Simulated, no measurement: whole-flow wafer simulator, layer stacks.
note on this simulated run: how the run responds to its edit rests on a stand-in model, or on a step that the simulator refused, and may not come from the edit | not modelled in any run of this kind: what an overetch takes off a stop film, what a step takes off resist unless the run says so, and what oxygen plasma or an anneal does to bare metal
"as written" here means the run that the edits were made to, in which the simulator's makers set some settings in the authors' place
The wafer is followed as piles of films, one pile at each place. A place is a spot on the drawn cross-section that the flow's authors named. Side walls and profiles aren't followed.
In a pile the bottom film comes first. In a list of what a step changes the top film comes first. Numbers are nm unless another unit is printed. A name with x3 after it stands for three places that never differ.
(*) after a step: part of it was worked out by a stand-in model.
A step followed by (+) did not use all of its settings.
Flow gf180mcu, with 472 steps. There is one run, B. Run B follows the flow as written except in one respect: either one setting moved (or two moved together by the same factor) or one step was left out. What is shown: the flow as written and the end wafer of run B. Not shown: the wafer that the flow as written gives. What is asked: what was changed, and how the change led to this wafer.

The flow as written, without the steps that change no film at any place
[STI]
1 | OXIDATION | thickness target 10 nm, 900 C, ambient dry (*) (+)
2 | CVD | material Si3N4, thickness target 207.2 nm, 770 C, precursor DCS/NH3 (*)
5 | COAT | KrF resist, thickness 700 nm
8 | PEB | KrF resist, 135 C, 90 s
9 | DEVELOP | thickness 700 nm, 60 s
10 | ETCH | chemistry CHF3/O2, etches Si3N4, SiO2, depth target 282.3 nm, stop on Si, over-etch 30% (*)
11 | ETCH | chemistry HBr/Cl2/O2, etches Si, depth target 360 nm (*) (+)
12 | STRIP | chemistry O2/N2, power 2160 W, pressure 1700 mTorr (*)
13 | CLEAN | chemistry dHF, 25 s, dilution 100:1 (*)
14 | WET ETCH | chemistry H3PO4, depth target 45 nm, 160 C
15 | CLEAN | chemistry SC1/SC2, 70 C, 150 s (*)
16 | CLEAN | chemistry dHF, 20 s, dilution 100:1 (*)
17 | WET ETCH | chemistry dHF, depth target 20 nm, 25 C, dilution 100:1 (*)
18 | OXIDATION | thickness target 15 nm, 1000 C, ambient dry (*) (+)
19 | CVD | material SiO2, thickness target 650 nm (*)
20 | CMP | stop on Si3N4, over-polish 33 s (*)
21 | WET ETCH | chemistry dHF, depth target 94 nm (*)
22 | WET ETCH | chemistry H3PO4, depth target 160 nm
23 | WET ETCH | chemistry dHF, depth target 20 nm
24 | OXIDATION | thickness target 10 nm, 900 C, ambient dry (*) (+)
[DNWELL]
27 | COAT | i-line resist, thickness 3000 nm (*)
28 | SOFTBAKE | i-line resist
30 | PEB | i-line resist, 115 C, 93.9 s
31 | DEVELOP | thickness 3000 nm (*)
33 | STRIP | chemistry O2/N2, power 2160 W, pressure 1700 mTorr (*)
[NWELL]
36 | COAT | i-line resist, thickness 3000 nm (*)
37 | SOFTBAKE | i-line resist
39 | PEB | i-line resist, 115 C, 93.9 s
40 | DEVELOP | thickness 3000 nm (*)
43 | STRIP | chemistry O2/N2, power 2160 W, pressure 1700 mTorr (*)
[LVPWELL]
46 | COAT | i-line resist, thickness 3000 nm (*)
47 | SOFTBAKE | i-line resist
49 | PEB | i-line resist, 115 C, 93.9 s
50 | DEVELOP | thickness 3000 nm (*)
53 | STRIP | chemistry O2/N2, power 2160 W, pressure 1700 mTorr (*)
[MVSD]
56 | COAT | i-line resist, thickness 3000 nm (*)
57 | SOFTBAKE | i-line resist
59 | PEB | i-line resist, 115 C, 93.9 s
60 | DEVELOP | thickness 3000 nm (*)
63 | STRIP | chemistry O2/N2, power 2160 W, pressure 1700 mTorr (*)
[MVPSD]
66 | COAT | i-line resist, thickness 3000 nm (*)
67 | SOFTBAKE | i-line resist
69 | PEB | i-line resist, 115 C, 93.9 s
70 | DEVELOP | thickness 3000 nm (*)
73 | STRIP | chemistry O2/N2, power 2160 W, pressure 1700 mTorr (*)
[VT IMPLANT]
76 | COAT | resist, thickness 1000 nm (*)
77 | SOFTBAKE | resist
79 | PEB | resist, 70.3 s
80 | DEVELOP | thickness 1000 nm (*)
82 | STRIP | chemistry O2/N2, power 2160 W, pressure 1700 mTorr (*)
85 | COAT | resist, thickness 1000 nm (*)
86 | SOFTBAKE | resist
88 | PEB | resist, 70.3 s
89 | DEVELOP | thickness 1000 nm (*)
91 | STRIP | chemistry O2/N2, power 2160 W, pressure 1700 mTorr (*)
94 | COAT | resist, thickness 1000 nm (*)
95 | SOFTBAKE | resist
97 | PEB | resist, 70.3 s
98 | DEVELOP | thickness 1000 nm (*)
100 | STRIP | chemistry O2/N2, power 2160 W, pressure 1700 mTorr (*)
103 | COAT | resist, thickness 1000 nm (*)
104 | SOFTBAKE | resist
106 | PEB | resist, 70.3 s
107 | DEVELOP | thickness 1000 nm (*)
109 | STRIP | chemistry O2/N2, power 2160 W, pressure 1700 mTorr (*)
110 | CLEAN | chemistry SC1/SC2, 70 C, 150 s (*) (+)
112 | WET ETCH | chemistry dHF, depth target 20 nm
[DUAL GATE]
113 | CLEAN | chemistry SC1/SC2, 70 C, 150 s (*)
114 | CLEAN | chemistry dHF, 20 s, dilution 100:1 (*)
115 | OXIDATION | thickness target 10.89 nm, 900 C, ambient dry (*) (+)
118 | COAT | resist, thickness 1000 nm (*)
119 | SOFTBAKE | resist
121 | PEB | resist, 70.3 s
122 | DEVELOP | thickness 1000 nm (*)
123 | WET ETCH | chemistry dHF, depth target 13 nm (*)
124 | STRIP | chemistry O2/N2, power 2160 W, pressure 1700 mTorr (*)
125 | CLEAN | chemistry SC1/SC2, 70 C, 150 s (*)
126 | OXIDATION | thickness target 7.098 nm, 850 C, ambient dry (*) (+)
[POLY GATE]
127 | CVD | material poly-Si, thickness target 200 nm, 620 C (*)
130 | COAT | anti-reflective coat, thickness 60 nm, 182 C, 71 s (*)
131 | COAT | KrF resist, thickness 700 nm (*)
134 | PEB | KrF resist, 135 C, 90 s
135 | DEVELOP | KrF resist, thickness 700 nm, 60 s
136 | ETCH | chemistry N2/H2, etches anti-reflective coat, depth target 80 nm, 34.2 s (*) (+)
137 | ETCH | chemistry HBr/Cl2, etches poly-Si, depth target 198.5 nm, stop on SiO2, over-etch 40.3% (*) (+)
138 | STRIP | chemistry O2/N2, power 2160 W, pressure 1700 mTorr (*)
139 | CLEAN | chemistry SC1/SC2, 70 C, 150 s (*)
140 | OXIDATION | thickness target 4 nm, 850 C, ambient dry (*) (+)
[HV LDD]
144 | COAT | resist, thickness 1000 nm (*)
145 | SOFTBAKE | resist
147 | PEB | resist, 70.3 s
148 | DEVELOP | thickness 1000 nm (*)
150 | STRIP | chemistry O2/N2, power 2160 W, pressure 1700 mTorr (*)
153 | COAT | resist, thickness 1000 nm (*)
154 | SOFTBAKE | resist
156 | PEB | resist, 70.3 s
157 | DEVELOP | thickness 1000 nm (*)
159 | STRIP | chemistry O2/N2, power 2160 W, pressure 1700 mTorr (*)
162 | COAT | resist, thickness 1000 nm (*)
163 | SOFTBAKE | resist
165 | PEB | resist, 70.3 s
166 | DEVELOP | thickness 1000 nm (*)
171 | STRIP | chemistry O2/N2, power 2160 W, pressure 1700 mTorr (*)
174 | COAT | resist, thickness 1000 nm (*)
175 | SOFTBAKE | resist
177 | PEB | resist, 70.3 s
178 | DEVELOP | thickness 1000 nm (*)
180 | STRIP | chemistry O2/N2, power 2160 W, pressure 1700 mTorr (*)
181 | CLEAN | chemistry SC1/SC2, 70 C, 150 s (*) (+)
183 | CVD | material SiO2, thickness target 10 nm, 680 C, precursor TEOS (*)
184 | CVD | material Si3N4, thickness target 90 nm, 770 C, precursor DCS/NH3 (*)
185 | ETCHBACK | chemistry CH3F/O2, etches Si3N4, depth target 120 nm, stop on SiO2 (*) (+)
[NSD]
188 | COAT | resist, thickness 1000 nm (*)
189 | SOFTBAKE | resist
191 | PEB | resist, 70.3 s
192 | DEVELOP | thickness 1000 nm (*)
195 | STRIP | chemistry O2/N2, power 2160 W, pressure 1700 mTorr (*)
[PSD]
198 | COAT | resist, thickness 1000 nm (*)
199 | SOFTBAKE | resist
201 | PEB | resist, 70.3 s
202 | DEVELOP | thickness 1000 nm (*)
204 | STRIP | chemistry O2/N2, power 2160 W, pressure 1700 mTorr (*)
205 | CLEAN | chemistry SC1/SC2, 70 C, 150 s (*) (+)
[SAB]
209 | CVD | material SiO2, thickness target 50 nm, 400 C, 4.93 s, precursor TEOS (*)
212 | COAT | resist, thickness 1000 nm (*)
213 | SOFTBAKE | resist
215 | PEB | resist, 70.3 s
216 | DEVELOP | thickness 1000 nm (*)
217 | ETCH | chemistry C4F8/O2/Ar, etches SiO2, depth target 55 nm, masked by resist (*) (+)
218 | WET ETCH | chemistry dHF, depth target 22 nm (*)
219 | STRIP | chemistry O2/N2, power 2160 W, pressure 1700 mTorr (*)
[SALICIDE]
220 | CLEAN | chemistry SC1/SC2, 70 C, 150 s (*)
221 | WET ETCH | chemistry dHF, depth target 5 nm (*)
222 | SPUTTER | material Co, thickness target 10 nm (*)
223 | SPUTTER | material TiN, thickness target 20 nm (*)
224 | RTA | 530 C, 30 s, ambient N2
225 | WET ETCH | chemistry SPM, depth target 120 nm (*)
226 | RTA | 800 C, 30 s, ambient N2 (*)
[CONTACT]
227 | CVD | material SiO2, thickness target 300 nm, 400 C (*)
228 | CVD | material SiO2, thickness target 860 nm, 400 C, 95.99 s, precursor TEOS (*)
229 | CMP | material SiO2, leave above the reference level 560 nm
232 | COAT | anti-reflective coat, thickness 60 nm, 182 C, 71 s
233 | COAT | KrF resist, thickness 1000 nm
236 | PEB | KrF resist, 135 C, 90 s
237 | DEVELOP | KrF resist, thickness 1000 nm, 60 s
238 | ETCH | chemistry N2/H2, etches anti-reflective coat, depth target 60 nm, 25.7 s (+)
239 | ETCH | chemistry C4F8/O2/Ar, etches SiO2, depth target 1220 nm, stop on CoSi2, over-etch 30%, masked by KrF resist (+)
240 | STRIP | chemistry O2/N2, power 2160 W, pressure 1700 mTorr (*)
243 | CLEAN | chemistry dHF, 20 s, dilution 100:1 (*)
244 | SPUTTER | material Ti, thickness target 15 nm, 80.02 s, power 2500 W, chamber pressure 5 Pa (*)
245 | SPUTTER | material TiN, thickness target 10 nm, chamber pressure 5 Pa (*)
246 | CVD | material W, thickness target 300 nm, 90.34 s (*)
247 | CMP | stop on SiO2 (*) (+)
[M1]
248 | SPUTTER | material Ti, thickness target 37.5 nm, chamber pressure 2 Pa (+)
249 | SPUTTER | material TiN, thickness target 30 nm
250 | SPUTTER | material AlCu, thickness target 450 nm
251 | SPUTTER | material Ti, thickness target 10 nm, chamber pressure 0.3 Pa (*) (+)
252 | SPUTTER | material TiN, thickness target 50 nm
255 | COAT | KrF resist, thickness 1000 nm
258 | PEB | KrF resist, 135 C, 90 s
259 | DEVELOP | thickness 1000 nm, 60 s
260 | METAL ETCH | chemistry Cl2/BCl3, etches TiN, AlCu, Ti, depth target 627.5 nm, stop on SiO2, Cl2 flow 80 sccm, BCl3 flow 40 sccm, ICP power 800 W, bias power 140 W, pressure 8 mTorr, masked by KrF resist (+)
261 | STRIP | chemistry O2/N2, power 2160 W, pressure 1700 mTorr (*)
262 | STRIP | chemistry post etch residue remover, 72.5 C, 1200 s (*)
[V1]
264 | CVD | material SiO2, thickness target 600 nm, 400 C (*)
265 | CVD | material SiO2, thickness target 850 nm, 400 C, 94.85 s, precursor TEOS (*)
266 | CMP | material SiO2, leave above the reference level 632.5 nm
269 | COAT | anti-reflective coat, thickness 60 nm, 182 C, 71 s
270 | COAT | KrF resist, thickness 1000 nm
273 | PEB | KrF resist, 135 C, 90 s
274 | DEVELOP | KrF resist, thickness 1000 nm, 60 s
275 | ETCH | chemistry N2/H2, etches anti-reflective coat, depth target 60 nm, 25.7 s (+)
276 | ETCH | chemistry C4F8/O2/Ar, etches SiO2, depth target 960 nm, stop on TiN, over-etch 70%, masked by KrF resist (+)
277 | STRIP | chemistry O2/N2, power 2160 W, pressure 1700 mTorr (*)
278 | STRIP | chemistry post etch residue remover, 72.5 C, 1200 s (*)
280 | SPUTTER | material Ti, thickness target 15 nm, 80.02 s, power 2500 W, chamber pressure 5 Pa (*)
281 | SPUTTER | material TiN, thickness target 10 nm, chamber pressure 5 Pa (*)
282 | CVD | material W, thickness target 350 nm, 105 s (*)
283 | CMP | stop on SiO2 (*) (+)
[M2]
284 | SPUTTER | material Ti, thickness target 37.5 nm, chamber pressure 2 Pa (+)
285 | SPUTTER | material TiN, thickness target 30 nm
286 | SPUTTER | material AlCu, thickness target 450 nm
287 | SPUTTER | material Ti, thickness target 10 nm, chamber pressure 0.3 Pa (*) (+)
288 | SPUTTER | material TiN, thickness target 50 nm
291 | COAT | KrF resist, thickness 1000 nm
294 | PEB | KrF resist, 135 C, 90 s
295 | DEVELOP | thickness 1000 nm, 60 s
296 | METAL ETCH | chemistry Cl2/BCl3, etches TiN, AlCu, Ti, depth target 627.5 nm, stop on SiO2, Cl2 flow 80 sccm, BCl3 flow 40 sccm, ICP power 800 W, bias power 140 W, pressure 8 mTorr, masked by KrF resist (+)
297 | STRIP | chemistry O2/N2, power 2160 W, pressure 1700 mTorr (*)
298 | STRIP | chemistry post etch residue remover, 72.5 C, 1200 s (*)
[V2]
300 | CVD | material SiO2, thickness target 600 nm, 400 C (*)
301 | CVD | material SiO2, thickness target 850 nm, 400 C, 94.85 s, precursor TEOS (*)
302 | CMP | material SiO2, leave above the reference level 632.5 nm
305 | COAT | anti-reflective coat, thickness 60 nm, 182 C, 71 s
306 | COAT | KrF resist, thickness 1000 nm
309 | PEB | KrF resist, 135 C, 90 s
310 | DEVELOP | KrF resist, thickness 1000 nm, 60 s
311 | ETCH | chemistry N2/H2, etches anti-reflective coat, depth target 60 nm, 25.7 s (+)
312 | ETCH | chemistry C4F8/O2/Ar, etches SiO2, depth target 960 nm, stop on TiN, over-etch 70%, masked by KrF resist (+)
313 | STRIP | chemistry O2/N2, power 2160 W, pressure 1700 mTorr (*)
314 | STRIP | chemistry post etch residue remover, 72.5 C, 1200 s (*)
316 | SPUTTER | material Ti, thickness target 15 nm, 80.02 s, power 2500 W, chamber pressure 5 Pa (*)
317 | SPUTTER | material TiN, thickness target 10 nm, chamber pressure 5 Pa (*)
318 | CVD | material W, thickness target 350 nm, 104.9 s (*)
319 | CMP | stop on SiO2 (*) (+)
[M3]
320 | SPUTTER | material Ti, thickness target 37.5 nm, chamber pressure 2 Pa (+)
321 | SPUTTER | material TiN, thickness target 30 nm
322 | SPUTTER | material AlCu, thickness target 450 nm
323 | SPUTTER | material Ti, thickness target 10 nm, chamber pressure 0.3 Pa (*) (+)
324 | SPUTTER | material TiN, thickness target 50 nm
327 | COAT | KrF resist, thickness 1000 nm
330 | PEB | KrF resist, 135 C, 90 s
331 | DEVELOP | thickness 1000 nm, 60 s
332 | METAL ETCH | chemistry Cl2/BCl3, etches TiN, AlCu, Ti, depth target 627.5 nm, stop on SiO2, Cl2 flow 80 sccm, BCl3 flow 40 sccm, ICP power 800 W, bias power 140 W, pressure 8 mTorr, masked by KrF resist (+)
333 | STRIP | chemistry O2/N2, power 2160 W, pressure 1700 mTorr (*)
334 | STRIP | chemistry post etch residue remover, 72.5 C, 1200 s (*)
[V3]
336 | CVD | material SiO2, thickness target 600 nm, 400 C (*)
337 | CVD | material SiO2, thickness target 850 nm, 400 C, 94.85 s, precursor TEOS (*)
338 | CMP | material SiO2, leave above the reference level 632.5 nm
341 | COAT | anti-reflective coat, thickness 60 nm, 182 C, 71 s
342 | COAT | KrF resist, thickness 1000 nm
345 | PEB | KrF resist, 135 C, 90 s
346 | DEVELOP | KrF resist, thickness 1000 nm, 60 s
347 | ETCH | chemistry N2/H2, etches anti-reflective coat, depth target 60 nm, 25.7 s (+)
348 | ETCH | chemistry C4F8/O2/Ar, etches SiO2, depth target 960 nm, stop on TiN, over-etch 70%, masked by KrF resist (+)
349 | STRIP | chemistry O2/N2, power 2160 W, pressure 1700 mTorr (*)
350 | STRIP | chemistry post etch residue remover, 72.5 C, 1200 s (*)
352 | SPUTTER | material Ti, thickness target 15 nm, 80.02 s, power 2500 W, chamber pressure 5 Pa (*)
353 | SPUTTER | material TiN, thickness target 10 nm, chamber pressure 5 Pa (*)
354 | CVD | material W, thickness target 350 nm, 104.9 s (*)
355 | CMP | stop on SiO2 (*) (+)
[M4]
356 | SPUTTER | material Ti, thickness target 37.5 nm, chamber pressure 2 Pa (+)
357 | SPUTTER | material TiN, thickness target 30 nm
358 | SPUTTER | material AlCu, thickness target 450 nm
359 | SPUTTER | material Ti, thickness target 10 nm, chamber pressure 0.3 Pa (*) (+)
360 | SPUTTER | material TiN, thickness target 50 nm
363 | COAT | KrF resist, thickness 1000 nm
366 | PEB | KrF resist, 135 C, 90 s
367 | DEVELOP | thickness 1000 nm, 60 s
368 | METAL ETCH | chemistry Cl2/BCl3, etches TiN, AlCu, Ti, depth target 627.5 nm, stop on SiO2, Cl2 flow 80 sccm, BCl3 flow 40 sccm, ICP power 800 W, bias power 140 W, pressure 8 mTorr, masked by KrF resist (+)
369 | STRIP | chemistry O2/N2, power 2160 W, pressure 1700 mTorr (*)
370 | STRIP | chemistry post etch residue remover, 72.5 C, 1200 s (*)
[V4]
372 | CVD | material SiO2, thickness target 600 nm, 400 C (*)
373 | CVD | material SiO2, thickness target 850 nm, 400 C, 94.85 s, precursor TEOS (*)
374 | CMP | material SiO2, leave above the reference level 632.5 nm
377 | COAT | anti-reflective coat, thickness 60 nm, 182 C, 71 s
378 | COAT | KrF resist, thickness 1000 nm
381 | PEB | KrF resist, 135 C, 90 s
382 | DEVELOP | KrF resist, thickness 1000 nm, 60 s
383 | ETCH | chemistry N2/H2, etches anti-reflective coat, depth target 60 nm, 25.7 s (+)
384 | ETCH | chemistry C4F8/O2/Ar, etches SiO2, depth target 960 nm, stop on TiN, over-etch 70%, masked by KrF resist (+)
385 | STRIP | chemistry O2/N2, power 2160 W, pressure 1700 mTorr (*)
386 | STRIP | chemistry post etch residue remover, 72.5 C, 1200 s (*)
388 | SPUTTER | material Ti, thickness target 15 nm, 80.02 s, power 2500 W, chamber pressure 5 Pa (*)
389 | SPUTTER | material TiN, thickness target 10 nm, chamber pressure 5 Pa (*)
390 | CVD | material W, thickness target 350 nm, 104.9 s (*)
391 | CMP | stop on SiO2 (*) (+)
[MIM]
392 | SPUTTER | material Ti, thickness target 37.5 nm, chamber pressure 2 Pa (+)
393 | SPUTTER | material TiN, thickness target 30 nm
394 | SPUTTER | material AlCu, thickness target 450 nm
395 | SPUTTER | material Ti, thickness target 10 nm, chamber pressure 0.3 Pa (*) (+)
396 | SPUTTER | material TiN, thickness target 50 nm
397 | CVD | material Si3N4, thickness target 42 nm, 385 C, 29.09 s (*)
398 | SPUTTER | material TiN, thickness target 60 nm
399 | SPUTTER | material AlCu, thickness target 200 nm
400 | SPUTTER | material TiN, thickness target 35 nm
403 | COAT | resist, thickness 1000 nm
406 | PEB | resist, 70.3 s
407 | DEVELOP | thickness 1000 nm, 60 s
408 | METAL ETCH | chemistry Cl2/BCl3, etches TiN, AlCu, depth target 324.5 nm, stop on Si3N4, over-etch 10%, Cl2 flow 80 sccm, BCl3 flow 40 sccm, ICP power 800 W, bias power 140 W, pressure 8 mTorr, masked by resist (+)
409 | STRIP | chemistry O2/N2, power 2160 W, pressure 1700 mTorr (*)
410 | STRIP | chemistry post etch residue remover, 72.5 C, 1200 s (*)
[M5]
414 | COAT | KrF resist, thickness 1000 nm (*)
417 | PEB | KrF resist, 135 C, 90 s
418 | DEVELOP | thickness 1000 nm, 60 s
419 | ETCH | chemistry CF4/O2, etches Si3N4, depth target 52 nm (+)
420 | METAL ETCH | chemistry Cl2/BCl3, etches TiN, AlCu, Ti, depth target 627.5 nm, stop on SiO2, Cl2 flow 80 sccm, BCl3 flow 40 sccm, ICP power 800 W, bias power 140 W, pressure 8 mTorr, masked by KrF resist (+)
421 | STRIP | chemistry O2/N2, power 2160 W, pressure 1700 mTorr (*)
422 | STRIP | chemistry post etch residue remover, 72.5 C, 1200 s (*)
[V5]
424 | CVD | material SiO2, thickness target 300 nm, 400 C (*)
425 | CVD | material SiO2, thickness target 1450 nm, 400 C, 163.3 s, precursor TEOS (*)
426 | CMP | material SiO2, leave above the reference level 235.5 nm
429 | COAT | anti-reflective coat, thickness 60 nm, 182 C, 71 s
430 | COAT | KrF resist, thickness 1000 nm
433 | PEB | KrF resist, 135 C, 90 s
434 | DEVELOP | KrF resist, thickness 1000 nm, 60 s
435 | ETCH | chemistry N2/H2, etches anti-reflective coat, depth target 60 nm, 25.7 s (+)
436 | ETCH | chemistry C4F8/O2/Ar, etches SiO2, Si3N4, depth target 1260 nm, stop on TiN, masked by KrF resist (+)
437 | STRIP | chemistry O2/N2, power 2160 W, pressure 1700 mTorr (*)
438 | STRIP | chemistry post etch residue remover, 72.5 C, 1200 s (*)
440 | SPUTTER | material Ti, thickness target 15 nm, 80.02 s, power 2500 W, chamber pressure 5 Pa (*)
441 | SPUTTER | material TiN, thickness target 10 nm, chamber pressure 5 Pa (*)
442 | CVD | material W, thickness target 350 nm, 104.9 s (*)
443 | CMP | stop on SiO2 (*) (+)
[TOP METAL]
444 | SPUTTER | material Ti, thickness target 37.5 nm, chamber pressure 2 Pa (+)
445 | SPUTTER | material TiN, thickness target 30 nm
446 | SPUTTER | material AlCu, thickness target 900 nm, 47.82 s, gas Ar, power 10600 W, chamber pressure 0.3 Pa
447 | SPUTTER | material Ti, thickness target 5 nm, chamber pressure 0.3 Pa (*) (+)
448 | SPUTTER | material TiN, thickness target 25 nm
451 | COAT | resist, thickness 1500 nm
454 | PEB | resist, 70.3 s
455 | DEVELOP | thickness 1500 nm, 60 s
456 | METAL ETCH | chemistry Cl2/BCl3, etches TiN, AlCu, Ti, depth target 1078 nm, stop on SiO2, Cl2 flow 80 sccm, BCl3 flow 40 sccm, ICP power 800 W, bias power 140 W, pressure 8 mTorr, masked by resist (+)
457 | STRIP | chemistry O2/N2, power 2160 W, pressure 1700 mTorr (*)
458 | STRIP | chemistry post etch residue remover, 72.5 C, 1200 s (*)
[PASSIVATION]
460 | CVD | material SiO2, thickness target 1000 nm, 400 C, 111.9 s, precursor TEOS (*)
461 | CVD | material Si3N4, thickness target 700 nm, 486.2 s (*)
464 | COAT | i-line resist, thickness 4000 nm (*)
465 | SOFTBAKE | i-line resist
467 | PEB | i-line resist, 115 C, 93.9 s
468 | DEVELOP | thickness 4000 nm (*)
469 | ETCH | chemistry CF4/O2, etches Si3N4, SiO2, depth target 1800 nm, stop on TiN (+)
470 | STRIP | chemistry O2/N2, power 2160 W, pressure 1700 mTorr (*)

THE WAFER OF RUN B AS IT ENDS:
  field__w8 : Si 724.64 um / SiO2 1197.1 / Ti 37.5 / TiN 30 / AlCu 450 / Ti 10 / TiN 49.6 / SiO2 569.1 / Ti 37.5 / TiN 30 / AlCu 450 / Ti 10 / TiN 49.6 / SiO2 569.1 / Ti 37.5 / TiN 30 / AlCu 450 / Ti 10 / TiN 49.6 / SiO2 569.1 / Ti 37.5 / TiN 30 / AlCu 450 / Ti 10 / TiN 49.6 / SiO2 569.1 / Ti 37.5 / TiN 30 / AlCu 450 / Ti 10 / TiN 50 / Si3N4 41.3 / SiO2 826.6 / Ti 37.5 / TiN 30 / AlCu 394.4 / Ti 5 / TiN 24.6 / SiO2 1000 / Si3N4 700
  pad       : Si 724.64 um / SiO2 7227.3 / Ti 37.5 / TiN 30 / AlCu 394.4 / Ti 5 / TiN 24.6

Cause: step 446, SPUTTER: 21.52 s was run, though the flow has 47.82 s.

Step by step, how the change led to this:
  446 | SPUTTER | material AlCu, thickness target 900 nm, 47.82 s, gas Ar, power 10600 W, chamber pressure 0.3 Pa
      field, field__w1, field__w2 and 109 more: +394.4 AlCu (new film) (as written it would have been: +900 AlCu (new film))
  456 | METAL ETCH | chemistry Cl2/BCl3, etches TiN, AlCu, Ti, depth target 1078 nm, stop on SiO2, Cl2 flow 80 sccm, BCl3 flow 40 sccm, ICP power 800 W, bias power 140 W, pressure 8 mTorr, masked by resist (+)
      field, field__w1, field__w2 and 103 more: -25 TiN (all of it), -5 Ti (all of it), -394.4 AlCu (all of it), -30 TiN (all of it), -37.5 Ti (all of it) (as written it would have been: -25 TiN (all of it), -5 Ti (all of it), -900 AlCu (all of it), -30 TiN (all of it), -37.5 Ti (all of it))
      field__w8, contact, m1, m1__w1, pad, m1_nw: -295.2 resist (as written it would have been: -431 resist)
  457 | STRIP | chemistry O2/N2, power 2160 W, pressure 1700 mTorr (*)
      field__w8, contact, m1, m1__w1, pad, m1_nw: -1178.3 resist (all of it) (as written it would have been: -1042.5 resist (all of it))
  464 | COAT | i-line resist, thickness 4000 nm (*)
      field: +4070 i-line resist (new film) (as written it would have been: +4171.5 i-line resist (new film))
      field__w8: +3546.2 i-line resist (new film) (as written it would have been: +3093.1 i-line resist (new film))
      (as well as at 11 more places)
  465 | SOFTBAKE | i-line resist
      gate: -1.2 i-line resist (as written it would have been: +1.79 i-line resist)
      field__w11, field__w13: +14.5 i-line resist (as written it would have been: +37.6 i-line resist)
      (as well as at 66 more places)
  467 | PEB | i-line resist, 115 C, 93.9 s
      field__w8, m1__w1: -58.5 i-line resist (as written it would have been: -49.2 i-line resist)
      contact: -58.6 i-line resist (as written it would have been: -49.6 i-line resist)
      (as well as at 3 more places)
  468 | DEVELOP | thickness 4000 nm (*)
      pad: -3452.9 i-line resist (all of it) (as written it would have been: -2960.4 i-line resist (all of it))
  470 | STRIP | chemistry O2/N2, power 2160 W, pressure 1700 mTorr (*)
      field__w8, m1__w1: -2260.6 i-line resist (all of it) (as written it would have been: -1775.9 i-line resist (all of it))
      contact: -2268.4 i-line resist (all of it) (as written it would have been: -1798.3 i-line resist (all of it))
      (as well as at 2 more places)
